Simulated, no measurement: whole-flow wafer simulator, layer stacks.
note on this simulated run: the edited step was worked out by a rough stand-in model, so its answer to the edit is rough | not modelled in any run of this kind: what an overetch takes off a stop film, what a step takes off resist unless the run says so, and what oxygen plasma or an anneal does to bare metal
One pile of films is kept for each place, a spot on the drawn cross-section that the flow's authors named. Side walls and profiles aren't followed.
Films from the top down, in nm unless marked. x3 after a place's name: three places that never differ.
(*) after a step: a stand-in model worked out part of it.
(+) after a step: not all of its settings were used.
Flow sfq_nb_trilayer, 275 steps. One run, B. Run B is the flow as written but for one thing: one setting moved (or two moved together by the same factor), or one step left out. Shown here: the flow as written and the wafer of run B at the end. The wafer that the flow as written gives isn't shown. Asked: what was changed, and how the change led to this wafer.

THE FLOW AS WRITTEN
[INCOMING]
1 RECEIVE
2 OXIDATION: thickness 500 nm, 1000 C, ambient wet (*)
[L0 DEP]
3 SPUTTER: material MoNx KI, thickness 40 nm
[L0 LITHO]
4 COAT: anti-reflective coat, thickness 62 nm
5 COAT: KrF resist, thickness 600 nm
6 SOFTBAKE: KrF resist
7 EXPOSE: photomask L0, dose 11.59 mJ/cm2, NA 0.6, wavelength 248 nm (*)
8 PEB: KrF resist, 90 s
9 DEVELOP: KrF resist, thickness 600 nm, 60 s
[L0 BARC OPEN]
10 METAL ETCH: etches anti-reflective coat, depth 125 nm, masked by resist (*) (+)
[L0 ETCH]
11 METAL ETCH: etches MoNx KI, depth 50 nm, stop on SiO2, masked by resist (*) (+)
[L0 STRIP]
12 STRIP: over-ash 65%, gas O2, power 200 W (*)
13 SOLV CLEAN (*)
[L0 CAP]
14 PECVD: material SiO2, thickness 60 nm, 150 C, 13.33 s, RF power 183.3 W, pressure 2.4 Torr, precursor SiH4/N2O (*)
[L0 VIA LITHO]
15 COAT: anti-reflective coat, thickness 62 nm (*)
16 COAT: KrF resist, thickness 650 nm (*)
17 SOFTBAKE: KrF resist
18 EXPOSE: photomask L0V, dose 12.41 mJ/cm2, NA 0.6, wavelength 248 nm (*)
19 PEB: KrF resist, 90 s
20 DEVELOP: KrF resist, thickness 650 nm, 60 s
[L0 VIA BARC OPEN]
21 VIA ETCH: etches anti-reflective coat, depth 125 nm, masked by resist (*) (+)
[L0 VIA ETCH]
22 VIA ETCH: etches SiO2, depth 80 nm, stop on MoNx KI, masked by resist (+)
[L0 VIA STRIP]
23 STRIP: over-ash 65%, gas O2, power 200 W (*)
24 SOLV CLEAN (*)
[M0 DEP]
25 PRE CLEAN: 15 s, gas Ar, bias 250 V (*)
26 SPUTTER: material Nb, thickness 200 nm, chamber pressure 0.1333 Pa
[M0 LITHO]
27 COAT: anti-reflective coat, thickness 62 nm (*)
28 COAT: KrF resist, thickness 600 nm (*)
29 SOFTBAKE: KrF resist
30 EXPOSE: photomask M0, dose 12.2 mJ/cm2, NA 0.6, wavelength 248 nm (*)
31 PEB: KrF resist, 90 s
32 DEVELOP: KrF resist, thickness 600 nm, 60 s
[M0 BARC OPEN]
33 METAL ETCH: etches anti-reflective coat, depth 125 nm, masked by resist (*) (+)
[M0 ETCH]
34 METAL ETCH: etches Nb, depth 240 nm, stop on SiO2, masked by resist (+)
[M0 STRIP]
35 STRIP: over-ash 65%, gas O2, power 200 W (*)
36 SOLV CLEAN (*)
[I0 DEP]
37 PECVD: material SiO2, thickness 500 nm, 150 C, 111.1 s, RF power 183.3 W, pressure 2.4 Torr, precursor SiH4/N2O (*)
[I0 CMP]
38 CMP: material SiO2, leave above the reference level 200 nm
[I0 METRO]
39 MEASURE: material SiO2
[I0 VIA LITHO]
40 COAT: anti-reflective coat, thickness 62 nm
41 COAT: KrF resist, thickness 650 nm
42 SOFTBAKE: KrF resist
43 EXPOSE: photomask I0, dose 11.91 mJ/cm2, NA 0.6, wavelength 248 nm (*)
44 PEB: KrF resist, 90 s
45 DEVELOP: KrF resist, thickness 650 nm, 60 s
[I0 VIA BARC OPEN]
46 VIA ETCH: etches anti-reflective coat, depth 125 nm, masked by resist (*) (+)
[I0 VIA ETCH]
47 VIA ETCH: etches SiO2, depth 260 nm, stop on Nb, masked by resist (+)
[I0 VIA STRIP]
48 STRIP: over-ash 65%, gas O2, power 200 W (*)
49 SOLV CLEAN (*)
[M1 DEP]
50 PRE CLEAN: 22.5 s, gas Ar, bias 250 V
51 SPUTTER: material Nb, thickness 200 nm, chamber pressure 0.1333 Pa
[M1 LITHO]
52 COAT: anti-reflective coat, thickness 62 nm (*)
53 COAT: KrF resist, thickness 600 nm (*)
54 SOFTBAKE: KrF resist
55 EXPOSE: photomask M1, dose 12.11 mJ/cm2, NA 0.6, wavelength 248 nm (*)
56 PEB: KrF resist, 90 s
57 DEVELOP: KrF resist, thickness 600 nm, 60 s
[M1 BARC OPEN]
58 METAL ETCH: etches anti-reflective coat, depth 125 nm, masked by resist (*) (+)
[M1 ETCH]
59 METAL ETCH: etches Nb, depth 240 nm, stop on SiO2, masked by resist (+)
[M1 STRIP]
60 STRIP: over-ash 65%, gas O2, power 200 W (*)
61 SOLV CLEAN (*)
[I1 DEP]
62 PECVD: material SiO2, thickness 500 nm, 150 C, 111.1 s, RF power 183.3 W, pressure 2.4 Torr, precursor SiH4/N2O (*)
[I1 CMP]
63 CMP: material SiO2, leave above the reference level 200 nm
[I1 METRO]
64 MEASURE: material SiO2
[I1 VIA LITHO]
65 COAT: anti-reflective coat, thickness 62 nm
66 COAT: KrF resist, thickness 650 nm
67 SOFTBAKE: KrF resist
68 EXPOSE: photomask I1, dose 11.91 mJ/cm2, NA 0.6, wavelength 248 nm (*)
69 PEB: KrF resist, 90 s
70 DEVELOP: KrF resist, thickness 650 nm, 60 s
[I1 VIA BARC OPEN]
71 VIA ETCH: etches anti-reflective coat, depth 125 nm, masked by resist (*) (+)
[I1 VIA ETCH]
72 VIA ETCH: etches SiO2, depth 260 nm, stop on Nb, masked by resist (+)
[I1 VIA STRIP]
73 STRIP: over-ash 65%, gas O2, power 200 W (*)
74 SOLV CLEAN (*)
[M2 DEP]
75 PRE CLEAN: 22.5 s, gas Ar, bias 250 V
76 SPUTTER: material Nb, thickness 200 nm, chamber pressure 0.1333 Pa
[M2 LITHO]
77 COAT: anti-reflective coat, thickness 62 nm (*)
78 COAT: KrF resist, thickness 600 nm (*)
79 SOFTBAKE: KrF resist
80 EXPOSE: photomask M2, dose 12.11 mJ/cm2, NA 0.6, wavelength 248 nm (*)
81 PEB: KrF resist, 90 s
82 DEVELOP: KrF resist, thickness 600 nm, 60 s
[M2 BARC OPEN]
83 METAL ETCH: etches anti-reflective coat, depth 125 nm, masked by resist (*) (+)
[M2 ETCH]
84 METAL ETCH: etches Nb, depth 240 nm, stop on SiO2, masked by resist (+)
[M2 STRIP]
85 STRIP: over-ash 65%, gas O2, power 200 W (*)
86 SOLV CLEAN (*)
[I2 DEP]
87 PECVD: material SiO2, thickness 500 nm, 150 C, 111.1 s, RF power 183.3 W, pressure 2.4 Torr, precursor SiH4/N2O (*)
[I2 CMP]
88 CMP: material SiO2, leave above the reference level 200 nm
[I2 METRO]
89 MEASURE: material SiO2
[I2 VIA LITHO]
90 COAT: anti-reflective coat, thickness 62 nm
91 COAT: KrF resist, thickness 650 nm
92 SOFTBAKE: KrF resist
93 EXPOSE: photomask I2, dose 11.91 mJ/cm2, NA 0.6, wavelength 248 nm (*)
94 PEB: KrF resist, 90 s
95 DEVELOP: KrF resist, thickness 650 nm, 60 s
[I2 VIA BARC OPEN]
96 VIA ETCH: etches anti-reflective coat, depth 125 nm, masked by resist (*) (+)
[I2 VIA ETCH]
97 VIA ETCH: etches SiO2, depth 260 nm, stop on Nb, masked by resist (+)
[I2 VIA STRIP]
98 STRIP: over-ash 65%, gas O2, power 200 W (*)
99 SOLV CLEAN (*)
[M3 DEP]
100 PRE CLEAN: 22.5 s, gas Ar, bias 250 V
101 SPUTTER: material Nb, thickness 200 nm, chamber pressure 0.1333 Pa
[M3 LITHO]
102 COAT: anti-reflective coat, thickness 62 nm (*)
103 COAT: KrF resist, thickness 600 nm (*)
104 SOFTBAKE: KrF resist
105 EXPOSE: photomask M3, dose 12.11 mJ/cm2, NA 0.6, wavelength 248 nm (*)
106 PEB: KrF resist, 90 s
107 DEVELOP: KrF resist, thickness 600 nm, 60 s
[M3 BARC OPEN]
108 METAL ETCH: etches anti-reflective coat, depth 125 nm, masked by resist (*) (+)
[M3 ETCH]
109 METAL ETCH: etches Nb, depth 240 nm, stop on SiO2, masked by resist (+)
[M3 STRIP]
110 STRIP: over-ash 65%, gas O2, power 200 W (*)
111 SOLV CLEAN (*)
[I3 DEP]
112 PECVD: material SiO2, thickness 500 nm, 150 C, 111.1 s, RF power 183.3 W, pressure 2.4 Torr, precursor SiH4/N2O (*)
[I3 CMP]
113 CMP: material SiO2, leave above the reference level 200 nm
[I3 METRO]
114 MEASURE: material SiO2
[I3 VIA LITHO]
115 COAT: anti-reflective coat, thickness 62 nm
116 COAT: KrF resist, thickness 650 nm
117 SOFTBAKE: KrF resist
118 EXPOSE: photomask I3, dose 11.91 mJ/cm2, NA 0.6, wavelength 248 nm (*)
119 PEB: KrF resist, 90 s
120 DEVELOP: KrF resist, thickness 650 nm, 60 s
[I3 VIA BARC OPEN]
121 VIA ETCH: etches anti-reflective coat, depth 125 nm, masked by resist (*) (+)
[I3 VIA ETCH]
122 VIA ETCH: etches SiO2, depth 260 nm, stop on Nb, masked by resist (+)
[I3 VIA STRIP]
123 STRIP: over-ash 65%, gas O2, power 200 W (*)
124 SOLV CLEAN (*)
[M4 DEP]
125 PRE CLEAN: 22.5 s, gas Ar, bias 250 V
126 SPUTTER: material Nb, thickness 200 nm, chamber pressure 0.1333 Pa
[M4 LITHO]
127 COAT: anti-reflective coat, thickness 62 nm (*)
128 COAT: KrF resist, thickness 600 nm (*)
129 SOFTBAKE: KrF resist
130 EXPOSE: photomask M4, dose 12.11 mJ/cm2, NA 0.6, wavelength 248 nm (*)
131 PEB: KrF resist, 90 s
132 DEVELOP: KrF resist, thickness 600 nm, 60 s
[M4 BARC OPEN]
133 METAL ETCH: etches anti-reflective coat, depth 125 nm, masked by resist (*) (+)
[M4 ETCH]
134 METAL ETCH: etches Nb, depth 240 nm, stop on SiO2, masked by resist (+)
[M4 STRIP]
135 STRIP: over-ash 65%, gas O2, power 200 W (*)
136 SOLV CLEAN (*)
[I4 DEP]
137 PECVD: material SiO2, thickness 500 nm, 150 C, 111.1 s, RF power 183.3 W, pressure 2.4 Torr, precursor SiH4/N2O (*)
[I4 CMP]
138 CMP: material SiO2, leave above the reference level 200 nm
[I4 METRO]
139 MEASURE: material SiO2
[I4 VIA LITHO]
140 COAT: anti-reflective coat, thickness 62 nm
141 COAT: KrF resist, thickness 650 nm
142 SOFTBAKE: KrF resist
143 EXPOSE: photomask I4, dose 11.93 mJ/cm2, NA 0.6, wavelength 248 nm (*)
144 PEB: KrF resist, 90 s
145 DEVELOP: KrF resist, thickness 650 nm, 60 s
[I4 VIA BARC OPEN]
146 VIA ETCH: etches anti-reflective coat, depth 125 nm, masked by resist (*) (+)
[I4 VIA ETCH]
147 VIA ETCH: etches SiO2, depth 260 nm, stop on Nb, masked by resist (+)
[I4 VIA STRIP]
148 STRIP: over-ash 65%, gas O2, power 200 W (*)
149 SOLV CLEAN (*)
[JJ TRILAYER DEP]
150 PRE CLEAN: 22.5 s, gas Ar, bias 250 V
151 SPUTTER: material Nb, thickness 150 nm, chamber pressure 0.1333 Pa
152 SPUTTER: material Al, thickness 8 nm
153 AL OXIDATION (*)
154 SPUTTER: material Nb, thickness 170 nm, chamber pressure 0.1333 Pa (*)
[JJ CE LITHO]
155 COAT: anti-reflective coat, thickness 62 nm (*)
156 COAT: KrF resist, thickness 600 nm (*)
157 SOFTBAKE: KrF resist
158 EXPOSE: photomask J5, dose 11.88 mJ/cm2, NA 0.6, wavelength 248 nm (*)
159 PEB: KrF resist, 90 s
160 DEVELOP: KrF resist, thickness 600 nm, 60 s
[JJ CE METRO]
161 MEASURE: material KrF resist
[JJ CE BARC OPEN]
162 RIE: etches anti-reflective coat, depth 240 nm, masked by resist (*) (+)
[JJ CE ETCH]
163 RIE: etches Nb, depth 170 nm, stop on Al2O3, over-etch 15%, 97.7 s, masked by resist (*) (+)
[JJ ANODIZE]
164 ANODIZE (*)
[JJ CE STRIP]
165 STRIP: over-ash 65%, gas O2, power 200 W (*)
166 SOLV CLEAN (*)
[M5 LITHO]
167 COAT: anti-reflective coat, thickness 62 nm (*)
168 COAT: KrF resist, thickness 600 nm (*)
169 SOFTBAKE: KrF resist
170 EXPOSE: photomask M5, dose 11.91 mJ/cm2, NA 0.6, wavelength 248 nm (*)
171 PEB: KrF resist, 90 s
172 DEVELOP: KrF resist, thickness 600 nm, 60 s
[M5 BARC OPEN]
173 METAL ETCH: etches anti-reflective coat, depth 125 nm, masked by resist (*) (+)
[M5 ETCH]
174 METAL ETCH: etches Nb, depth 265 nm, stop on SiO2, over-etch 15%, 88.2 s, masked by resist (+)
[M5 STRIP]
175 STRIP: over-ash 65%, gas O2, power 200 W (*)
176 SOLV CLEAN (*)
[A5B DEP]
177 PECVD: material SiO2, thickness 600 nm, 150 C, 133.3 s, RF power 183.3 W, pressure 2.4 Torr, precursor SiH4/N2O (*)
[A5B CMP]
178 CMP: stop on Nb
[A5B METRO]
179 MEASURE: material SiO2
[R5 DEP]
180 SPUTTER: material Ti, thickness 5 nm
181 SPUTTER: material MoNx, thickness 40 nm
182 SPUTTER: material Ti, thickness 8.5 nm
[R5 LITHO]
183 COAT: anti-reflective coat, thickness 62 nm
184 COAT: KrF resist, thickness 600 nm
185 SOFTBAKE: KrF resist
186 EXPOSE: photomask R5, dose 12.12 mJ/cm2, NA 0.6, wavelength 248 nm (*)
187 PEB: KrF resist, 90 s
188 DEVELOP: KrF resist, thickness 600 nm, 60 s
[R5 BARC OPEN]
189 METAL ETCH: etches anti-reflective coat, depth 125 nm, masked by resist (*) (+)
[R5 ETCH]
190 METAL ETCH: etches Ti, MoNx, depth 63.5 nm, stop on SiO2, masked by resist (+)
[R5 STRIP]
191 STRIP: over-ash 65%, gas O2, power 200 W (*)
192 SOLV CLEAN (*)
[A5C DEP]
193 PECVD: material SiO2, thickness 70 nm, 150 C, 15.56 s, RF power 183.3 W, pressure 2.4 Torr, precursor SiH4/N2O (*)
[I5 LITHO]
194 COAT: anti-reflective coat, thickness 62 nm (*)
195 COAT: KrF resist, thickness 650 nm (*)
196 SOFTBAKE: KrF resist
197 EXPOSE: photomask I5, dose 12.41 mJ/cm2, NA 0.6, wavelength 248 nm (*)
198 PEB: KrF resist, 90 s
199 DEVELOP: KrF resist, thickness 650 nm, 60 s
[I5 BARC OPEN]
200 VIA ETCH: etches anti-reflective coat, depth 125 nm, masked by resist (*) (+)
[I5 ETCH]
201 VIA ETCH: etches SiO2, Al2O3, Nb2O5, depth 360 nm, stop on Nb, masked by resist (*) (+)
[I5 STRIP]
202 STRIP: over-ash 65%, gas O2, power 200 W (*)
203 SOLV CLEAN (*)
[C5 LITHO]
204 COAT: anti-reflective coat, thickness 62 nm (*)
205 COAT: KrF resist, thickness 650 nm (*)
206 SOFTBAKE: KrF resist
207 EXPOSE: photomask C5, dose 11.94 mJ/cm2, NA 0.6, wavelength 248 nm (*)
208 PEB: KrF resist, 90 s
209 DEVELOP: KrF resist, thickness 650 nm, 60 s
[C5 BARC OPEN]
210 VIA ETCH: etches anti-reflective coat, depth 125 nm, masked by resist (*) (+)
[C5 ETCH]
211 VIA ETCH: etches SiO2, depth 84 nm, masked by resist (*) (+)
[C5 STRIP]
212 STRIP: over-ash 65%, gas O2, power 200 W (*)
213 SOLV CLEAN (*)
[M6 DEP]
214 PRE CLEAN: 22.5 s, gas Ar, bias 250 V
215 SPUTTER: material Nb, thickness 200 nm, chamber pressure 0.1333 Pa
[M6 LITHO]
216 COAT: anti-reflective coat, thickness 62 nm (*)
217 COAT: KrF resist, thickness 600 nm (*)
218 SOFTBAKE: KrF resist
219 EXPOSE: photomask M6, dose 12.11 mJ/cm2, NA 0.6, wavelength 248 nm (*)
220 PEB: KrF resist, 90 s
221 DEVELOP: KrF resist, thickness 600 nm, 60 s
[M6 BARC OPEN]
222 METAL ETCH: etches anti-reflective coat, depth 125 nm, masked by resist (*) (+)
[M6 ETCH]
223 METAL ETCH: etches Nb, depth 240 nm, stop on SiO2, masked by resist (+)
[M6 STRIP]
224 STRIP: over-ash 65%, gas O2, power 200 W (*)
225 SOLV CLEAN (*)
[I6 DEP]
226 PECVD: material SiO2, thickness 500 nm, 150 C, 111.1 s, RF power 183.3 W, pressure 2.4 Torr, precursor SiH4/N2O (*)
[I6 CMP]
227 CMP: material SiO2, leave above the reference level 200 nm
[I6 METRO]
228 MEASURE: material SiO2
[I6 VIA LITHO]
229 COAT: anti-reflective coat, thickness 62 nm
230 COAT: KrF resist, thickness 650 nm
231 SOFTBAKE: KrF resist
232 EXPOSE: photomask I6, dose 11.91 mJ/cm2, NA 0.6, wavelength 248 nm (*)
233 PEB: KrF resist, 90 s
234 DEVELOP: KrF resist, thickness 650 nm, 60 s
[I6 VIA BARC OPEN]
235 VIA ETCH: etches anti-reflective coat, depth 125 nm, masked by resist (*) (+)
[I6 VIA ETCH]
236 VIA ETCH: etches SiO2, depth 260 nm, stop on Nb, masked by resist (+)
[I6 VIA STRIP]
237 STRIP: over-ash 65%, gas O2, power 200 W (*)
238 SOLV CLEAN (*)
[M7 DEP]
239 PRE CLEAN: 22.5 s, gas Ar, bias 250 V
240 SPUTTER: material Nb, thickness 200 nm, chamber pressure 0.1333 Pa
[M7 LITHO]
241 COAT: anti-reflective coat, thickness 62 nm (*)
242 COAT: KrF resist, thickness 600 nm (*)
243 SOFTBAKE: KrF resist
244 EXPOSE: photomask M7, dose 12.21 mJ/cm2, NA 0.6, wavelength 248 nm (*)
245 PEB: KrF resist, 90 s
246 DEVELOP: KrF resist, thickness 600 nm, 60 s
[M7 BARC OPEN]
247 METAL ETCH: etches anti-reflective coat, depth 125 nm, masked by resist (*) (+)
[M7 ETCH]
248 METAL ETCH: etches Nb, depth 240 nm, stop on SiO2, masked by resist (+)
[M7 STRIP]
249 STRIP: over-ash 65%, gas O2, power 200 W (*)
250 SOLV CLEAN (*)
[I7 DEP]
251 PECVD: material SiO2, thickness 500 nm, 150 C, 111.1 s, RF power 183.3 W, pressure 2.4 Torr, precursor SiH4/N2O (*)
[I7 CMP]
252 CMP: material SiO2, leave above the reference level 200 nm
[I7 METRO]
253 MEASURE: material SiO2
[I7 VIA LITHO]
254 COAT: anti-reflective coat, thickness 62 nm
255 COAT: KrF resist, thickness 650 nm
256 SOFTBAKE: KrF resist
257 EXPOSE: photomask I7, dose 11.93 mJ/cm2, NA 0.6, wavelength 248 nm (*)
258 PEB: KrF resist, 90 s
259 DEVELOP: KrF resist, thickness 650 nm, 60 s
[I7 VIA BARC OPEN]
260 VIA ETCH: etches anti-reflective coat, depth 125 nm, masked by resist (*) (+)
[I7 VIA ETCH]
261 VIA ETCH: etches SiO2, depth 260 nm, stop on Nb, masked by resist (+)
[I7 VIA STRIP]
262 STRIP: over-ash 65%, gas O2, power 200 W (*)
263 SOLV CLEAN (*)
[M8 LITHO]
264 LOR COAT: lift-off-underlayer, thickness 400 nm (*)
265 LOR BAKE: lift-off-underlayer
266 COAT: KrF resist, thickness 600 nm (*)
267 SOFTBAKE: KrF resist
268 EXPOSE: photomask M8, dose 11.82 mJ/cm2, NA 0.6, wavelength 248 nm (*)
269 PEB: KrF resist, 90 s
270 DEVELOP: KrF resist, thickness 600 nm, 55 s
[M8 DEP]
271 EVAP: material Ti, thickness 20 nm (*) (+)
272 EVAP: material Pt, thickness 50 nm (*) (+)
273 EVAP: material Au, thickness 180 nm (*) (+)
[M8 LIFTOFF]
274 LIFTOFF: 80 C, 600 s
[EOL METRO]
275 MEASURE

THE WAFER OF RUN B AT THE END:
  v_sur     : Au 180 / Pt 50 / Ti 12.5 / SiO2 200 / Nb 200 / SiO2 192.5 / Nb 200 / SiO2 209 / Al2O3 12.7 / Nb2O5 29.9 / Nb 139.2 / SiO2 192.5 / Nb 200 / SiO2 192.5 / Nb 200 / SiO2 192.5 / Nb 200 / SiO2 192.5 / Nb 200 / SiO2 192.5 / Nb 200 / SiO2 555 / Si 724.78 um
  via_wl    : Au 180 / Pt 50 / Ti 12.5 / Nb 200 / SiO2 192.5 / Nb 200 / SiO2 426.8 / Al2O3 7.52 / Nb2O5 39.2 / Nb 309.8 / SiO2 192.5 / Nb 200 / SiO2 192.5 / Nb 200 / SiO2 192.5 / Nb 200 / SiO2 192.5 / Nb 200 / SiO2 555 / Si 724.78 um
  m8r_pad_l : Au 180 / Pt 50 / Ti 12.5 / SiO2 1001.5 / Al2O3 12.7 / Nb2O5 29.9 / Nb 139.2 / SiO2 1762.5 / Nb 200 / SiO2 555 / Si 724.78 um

The cause: step 271, EVAP: thickness 12.5 nm was run, where the flow has thickness 20 nm.
It can be read off the wafer: v_sur has Ti 12.5, and step 271 as written asks for 20 nm.

How the change led to this, step by step:
  271 EVAP: material Ti, thickness 20 nm (*) (+)
      field_l, v_sur, via_wl and 103 more: Ti +12.5 (new film) (as written it would be: Ti +20 (new film))
  274 LIFTOFF: 80 C, 600 s
      p4_fl, p4_fm, p4_w1 and 71 more: Au -180 (all of it), Pt -50 (all of it), Ti -12.5 (all of it), KrF resist -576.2 (all of it), lift-off-underlayer -400 (all of it) (as written it would be: Au -180 (all of it), Pt -50 (all of it), Ti -20 (all of it), KrF resist -576.2 (all of it), lift-off-underlayer -400 (all of it))
      c5j, ce_r: Au -180 (all of it), Pt -50 (all of it), Ti -12.5 (all of it), KrF resist -573.3 (all of it), lift-off-underlayer -399.3 (all of it) (as written it would be: Au -180 (all of it), Pt -50 (all of it), Ti -20 (all of it), KrF resist -573.3 (all of it), lift-off-underlayer -399.3 (all of it))
      (and at 19 more places)
